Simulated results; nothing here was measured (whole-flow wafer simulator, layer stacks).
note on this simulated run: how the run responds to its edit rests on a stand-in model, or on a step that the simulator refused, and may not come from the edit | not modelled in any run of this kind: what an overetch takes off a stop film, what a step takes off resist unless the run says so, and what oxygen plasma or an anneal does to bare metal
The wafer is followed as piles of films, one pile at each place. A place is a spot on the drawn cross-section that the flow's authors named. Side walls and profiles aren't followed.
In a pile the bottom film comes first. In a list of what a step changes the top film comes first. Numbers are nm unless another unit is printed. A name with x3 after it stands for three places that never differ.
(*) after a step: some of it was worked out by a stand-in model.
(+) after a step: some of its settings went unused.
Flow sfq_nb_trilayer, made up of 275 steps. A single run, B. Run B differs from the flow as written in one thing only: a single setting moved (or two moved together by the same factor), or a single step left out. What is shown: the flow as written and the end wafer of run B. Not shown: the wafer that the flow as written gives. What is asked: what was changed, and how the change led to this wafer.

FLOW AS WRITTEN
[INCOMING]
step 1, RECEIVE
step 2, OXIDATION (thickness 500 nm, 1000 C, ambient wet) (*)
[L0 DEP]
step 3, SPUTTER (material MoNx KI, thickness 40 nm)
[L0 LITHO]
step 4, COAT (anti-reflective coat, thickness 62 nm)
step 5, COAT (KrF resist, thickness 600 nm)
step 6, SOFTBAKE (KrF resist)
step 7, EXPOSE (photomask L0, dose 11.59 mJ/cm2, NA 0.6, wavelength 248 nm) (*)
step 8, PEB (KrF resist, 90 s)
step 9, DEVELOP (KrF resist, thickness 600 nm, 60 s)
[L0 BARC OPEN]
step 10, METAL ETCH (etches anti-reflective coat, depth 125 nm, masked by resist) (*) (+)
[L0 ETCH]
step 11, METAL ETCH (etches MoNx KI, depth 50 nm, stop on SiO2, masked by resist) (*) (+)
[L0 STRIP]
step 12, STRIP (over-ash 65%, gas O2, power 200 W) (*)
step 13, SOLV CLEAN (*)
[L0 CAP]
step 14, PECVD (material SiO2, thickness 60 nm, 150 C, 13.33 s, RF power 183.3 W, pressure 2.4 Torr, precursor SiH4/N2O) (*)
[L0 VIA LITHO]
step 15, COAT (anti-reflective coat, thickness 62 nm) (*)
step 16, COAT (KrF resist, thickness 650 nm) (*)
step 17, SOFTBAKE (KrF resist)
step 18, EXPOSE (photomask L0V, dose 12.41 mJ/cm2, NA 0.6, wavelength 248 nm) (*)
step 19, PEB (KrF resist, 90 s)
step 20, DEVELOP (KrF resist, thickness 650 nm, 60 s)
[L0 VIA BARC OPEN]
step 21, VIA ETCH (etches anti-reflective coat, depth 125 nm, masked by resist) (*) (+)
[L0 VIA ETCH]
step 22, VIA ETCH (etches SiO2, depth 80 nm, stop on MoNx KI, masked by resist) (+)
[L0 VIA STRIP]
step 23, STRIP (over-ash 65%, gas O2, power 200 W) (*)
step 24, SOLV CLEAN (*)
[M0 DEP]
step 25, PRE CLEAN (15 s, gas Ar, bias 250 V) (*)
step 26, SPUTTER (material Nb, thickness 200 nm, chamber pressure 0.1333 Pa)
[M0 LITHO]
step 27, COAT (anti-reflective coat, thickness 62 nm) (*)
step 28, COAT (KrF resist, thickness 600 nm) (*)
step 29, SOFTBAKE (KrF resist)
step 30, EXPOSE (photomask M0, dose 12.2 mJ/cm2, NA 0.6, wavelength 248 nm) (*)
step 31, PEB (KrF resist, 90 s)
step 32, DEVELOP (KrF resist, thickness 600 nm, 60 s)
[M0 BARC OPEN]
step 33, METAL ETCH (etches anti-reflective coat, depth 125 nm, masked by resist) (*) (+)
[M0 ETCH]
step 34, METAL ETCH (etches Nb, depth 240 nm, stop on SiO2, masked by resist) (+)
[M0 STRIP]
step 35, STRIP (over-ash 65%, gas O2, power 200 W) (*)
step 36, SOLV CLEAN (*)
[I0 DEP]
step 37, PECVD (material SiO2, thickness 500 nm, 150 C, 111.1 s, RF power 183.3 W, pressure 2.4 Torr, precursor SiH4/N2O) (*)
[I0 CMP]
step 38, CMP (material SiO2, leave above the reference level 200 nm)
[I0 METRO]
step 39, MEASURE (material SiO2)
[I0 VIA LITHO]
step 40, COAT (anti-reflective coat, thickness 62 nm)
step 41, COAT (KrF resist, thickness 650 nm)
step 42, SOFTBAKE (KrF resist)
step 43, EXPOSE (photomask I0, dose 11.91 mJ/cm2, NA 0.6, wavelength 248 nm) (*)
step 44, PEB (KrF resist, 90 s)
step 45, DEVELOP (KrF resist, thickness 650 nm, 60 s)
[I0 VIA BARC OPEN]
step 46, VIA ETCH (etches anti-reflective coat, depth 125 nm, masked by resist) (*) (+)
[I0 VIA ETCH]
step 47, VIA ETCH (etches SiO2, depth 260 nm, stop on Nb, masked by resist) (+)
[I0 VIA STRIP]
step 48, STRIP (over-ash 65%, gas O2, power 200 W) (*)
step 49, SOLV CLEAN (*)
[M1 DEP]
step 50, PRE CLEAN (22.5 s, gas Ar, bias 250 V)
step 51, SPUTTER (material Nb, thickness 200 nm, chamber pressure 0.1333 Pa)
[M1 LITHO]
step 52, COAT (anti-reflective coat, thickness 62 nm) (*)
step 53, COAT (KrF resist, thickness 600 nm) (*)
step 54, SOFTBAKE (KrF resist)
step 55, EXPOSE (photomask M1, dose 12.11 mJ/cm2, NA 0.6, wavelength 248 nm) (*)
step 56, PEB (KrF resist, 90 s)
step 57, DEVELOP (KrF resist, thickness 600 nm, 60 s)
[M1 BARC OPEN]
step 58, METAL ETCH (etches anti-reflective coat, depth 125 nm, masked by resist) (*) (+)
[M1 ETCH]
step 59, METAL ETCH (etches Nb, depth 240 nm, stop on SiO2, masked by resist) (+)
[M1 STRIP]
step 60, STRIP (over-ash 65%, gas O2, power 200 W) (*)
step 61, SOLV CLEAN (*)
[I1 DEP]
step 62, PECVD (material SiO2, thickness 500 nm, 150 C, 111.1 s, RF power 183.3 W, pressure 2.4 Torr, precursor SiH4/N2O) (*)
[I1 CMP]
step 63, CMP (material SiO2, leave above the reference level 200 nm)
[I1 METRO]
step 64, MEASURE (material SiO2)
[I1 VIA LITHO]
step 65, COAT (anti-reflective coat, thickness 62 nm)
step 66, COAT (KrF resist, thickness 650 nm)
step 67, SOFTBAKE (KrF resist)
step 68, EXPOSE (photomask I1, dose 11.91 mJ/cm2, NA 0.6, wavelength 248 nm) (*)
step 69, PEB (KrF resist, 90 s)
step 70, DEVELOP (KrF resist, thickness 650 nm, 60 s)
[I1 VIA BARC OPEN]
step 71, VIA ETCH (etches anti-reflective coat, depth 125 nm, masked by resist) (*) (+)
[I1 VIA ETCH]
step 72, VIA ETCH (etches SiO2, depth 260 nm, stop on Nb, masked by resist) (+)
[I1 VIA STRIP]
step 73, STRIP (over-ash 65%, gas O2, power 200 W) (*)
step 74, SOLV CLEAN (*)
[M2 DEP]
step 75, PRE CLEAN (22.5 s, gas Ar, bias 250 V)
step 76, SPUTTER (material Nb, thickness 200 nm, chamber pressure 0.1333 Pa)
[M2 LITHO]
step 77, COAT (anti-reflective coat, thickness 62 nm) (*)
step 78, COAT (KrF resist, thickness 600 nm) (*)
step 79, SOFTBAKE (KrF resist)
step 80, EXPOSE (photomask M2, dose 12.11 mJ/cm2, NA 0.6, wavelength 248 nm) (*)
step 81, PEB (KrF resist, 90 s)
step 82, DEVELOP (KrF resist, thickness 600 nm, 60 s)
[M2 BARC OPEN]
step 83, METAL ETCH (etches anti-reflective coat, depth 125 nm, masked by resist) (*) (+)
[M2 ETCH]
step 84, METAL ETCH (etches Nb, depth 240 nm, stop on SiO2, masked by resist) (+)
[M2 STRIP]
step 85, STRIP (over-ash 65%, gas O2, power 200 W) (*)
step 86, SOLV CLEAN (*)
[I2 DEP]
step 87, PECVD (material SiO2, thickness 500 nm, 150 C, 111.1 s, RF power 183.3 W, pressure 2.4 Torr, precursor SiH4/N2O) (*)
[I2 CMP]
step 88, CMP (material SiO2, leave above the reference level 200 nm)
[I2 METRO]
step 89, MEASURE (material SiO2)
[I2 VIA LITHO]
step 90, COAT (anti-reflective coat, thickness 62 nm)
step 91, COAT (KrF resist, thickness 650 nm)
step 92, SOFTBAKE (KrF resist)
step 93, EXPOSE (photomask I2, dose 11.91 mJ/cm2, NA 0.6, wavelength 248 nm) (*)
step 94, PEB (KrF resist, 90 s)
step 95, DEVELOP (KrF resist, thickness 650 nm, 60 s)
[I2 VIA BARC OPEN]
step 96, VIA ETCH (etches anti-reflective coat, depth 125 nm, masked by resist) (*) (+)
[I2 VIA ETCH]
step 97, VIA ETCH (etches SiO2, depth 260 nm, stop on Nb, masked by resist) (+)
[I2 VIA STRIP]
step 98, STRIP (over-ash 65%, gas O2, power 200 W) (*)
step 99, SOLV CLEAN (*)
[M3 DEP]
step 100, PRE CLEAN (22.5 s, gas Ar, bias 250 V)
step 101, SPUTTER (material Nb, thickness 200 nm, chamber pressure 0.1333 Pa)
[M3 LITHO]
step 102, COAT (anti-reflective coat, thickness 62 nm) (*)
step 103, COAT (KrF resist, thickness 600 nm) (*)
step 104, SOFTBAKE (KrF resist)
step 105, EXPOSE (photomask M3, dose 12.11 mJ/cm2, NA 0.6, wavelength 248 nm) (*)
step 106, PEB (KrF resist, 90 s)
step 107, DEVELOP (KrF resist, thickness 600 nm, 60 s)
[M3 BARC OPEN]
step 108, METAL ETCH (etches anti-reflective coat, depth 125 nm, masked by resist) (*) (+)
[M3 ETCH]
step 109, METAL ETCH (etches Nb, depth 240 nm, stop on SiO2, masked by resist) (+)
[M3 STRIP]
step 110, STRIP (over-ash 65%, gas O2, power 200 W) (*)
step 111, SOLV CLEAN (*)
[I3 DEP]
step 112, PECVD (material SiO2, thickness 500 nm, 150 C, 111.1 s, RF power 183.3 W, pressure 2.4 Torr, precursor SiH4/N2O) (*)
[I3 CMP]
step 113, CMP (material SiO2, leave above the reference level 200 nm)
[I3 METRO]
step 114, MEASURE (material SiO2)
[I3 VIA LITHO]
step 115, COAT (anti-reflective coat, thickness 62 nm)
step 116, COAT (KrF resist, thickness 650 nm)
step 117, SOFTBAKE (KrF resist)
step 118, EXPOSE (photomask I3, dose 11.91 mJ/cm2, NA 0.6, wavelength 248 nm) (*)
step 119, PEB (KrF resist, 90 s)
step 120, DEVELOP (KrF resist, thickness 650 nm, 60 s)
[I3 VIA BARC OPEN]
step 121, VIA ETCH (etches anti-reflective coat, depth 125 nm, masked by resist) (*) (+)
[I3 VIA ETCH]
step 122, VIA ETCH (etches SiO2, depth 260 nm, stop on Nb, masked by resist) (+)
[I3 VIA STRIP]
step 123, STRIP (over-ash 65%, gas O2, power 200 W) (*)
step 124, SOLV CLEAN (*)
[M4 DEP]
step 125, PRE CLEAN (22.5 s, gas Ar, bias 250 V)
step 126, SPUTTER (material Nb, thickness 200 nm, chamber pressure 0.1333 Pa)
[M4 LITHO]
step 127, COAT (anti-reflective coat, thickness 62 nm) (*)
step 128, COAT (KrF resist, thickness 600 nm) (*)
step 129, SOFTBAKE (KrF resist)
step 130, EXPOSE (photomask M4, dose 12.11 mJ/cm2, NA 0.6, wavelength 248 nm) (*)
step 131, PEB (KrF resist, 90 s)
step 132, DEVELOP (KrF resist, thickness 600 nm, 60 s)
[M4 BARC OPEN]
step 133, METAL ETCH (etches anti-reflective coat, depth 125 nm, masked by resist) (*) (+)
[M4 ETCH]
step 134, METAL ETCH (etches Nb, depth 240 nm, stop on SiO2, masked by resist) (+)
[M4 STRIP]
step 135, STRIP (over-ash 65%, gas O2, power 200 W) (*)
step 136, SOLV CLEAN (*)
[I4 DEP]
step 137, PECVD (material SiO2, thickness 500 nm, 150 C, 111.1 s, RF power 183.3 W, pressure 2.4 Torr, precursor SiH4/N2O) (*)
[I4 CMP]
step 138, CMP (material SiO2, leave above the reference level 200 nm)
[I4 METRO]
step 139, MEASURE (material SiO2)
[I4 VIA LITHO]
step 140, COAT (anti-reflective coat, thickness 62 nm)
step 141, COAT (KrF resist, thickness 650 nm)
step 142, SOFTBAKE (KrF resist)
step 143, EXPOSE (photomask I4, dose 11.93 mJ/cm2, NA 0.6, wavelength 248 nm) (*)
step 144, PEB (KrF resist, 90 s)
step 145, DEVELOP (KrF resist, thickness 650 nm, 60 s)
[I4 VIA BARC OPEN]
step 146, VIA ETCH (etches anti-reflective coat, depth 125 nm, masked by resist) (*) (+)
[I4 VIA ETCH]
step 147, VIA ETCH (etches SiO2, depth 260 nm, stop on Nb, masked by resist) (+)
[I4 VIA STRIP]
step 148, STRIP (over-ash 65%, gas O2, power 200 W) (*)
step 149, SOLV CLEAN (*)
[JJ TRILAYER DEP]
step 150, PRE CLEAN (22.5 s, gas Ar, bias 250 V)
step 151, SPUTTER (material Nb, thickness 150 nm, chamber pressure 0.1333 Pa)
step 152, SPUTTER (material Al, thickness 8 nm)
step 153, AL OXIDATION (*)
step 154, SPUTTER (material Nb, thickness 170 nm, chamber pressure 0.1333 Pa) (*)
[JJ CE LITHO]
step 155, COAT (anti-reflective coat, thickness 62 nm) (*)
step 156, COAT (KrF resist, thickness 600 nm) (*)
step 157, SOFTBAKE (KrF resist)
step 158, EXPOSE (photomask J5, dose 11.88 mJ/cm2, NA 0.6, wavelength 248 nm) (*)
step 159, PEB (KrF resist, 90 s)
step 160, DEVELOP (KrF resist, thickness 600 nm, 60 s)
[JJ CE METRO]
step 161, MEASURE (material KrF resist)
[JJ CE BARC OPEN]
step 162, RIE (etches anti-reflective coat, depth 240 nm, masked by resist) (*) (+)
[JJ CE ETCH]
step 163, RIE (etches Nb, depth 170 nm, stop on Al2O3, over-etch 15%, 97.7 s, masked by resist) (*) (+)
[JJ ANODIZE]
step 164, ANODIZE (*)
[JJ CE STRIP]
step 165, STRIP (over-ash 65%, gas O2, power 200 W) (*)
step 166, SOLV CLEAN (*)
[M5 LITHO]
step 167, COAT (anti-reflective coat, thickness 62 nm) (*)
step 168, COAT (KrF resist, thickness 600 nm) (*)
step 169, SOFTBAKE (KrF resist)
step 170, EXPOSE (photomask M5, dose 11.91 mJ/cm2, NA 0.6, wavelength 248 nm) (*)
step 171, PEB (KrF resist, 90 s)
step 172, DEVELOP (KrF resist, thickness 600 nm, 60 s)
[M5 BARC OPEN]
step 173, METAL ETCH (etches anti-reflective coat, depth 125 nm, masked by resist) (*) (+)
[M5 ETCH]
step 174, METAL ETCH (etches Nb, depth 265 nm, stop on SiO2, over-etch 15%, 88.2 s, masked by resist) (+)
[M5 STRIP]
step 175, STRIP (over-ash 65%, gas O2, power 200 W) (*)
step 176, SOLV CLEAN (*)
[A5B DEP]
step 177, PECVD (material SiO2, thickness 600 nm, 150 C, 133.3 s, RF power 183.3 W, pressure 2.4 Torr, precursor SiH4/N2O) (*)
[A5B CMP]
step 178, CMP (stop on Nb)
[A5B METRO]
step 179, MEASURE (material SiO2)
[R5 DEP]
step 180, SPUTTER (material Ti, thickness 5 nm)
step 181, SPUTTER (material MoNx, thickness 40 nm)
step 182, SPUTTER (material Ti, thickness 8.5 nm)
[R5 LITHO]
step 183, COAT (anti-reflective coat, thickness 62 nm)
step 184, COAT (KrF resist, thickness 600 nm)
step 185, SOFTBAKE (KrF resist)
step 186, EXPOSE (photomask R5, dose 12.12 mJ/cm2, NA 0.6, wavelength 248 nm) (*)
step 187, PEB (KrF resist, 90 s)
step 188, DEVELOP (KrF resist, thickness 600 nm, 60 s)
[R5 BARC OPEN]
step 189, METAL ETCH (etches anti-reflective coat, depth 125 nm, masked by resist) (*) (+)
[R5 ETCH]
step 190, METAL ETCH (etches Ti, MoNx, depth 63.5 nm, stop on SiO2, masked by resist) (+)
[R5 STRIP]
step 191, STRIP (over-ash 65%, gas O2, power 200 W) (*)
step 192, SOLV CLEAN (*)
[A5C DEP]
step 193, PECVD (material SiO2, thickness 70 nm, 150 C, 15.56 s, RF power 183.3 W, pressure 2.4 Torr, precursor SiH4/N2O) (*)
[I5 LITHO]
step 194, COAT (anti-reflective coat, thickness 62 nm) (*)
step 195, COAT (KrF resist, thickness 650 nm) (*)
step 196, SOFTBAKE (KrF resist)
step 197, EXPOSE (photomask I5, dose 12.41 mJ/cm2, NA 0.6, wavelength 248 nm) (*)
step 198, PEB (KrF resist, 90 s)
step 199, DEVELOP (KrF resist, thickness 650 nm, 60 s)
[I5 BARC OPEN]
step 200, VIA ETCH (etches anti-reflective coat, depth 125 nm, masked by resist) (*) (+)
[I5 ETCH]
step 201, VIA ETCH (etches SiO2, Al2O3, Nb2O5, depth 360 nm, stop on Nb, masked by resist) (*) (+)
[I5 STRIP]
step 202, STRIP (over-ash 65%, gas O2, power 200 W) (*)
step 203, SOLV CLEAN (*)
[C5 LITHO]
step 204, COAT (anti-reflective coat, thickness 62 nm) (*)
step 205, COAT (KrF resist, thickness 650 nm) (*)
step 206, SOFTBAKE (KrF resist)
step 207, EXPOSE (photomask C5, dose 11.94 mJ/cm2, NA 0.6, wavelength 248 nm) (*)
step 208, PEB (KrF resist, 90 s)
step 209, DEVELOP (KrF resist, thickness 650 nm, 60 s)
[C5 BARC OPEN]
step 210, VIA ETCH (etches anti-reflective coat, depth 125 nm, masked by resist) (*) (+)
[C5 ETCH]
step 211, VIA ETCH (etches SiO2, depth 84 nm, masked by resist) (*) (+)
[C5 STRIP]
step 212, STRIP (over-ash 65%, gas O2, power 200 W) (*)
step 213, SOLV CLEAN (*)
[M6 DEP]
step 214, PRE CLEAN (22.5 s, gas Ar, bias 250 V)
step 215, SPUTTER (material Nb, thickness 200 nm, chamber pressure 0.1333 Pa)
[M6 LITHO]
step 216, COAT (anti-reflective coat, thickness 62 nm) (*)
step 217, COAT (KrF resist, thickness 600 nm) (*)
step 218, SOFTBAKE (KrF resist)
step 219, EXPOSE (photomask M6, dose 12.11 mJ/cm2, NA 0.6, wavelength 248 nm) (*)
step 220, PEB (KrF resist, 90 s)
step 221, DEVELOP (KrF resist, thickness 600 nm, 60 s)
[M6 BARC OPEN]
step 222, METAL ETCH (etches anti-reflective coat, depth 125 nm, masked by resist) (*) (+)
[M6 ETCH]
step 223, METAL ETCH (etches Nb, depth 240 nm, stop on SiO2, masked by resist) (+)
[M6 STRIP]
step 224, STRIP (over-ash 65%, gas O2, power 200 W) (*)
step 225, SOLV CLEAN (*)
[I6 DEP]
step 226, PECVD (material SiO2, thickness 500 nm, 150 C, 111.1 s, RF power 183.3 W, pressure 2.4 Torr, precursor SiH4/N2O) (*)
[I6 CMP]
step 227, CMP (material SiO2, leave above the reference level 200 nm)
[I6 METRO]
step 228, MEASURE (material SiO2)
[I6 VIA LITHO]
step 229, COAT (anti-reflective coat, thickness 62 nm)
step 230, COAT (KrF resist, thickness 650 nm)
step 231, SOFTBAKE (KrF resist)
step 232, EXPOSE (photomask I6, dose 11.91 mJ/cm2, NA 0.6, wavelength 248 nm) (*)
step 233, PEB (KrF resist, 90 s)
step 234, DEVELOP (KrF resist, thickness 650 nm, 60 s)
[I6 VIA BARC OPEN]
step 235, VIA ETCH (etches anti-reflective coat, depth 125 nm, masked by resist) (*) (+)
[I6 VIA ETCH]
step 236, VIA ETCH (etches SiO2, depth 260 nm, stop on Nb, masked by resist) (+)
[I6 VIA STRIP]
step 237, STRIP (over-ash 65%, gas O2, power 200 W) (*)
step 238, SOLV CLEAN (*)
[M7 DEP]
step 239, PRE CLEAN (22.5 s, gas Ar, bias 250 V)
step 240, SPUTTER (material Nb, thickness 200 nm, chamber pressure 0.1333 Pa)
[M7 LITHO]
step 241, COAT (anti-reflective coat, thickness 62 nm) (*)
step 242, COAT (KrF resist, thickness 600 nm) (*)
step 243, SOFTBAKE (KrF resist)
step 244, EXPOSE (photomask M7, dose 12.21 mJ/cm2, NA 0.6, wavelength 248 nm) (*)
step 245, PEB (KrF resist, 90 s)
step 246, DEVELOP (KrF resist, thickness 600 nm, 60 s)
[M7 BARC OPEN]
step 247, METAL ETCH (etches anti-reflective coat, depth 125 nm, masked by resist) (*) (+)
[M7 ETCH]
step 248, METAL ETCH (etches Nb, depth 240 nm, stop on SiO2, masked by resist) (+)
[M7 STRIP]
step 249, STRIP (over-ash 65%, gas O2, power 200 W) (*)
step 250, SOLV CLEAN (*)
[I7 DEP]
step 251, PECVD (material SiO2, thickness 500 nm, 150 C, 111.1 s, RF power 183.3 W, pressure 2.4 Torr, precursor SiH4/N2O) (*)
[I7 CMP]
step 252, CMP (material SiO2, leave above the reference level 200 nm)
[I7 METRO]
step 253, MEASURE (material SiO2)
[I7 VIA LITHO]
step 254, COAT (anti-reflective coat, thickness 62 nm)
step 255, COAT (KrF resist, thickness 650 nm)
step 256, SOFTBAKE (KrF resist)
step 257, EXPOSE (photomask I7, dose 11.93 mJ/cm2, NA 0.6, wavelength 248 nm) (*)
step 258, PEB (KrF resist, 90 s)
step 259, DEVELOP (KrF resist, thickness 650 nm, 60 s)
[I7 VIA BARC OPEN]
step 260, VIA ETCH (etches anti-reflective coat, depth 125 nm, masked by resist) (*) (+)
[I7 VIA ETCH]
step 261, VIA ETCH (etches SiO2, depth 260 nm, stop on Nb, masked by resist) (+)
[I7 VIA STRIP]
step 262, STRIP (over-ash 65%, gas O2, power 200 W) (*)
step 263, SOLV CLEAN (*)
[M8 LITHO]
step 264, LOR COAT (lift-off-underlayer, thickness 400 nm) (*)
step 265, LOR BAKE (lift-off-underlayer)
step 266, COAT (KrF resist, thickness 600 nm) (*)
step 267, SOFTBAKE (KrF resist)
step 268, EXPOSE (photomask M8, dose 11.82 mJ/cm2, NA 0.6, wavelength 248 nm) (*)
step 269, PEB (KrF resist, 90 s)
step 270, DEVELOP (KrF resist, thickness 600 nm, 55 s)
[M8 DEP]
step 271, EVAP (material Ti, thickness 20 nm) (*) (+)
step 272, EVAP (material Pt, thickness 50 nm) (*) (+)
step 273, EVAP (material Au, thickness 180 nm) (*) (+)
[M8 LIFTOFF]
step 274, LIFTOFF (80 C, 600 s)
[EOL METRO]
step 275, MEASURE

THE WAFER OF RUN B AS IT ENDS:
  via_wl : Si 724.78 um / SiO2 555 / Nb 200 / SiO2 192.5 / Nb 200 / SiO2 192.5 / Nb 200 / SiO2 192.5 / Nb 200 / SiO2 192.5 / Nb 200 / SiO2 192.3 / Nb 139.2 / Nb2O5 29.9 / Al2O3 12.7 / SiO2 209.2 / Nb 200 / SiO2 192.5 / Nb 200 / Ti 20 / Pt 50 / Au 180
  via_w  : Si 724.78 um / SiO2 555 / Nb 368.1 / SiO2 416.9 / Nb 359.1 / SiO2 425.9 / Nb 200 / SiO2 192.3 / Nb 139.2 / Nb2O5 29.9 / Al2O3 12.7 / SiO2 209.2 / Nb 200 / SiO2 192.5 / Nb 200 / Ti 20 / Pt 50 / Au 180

The reason: step 147, VIA ETCH: etches SiO2, depth 260 nm, stop on Nb, masked by resist (+), was skipped.

Step by step, how the change led to this:
  step 148, STRIP (over-ash 65%, gas O2, power 200 W) (*)
      field_l, v_sur, via_sp and 100 more: -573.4 KrF resist (all of it), -62 anti-reflective coat (all of it) (it would be, as written: -528.6 KrF resist (all of it), -62 anti-reflective coat (all of it))
  step 150, PRE CLEAN (22.5 s, gas Ar, bias 250 V)
      via_wl, via_w, via_wr: -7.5 SiO2 (it would be, as written: -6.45 Nb)
  step 151, SPUTTER (material Nb, thickness 150 nm, chamber pressure 0.1333 Pa)
      via_wl, via_w, via_wr: +150 Nb (new film) (it would be, as written: +130.4 Nb)
  step 152, SPUTTER (material Al, thickness 8 nm)
      via_wl, via_wr: +8 Al (new film) (it would be, as written: +5.14 Al (new film))
      via_w: +8 Al (new film) (it would be, as written: +7.12 Al (new film))
  step 154, SPUTTER (material Nb, thickness 170 nm, chamber pressure 0.1333 Pa) (*)
      via_wl, via_wr: +170 Nb (new film) (it would be, as written: +140.7 Nb (new film))
      via_w: +170 Nb (new film) (it would be, as written: +141 Nb (new film))
  step 155, COAT (anti-reflective coat, thickness 62 nm) (*)
      via_wl, via_wr: +62.1 anti-reflective coat (new film) (it would be, as written: +209.4 anti-reflective coat (new film))
      field_l: +62 anti-reflective coat (new film) (it would be, as written: +60.4 anti-reflective coat (new film))
      (also at 4 further places)
  step 156, COAT (KrF resist, thickness 600 nm) (*)
      field_l, via_sp: +600 KrF resist (new film) (it would be, as written: +587.2 KrF resist (new film))
      via_wl: +600.1 KrF resist (new film) (it would be, as written: +663 KrF resist (new film))
      (also at 2 further places)
  step 160, DEVELOP (KrF resist, thickness 600 nm, 60 s)
      field_l, via_sp: -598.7 KrF resist (all of it) (it would be, as written: -586 KrF resist (all of it))
      via_wl: -598.8 KrF resist (all of it) (it would be, as written: -661.6 KrF resist (all of it))
      (also at 2 further places)
  step 162, RIE (etches anti-reflective coat, depth 240 nm, masked by resist) (*) (+)
      ce_l, c5j, ce_r, wl_jj: -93 KrF resist (it would be, as written: -209.4 KrF resist)
      via_wl, via_wr: -62.1 anti-reflective coat (all of it) (it would be, as written: -209.4 anti-reflective coat (all of it))
      (also at 5 further places)
  step 163, RIE (etches Nb, depth 170 nm, stop on Al2O3, over-etch 15%, 97.7 s, masked by resist) (*) (+)
      via_wl, via_wr: -170 Nb (all of it), -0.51 Al2O3 (it would be, as written: -140.7 Nb (all of it), -0.96 Al2O3 (all of it))
      via_w: -170 Nb (all of it), -0.51 Al2O3 (it would be, as written: -141 Nb (all of it), -0.96 Al2O3 (all of it))
  step 164, ANODIZE (*)
      via_wl, via_wr: +12.2 Al2O3, +29.9 Nb2O5 (new film), -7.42 Al (all of it), -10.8 Nb (it would be, as written: +7.52 Al2O3 (new film), +39.2 Nb2O5 (new film), -4.56 Al (all of it), -14.1 Nb)
      via_w: +12.2 Al2O3, +29.9 Nb2O5 (new film), -7.42 Al (all of it), -10.8 Nb (it would be, as written: +10.8 Al2O3 (new film), +33.3 Nb2O5 (new film), -6.54 Al (all of it), -12 Nb)
  step 165, STRIP (over-ash 65%, gas O2, power 200 W) (*)
      c5j, ce_r: -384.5 KrF resist (all of it), -62 anti-reflective coat (all of it) (it would be, as written: -266.9 KrF resist (all of it), -61.5 anti-reflective coat (all of it))
      ce_l: -384.5 KrF resist (all of it), -62 anti-reflective coat (all of it) (it would be, as written: -266.8 KrF resist (all of it), -61.4 anti-reflective coat (all of it))
      (also at 1 further place)
  step 167, COAT (anti-reflective coat, thickness 62 nm) (*)
      field_l: +62.2 anti-reflective coat (new film) (it would be, as written: +60.6 anti-reflective coat (new film))
      v_sur: +62.2 anti-reflective coat (new film) (it would be, as written: +44.9 anti-reflective coat (new film))
      (also at 5 further places)
  step 168, COAT (KrF resist, thickness 600 nm) (*)
      field_l: +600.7 KrF resist (new film) (it would be, as written: +580.9 KrF resist (new film))
      v_sur: +600.7 KrF resist (new film) (it would be, as written: +577.9 KrF resist (new film))
      (also at 4 further places)
  step 172, DEVELOP (KrF resist, thickness 600 nm, 60 s)
      field_l: -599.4 KrF resist (all of it) (it would be, as written: -579.7 KrF resist (all of it))
  step 173, METAL ETCH (etches anti-reflective coat, depth 125 nm, masked by resist) (*) (+)
      field_l: -62.2 anti-reflective coat (all of it), -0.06 Al2O3 (it would be, as written: -60.6 anti-reflective coat (all of it), -0.06 Al2O3)
  ... 1 further step ...
  step 178, CMP (stop on Nb)
      via_wl, via_wr: -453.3 SiO2 (it would be, as written: -235.7 SiO2)
      via_w: -453.3 SiO2 (it would be, as written: -235.2 SiO2)
With metal films that touch counted as one body, via_wl has 8 bodies (between them, from the top down: SiO2 192.5; SiO2 209.2 / Al2O3 12.7 / Nb2O5 29.9; SiO2 192.3; SiO2 192.5; SiO2 192.5; SiO2 192.5; SiO2 192.5); the flow as written gives 7 bodies (between them, from the top down: SiO2 192.5; SiO2 426.8 / Al2O3 7.52 / Nb2O5 39.2; SiO2 192.5; SiO2 192.5; SiO2 192.5; SiO2 192.5).
With metal films that touch counted as one body, via_w has 6 bodies (between them, from the top down: SiO2 192.5; SiO2 209.2 / Al2O3 12.7 / Nb2O5 29.9; SiO2 192.3; SiO2 425.9; SiO2 416.9); the flow as written gives 5 bodies (between them, from the top down: SiO2 192.5; SiO2 427.3 / Al2O3 10.8 / Nb2O5 33.3; SiO2 425.9; SiO2 416.9).
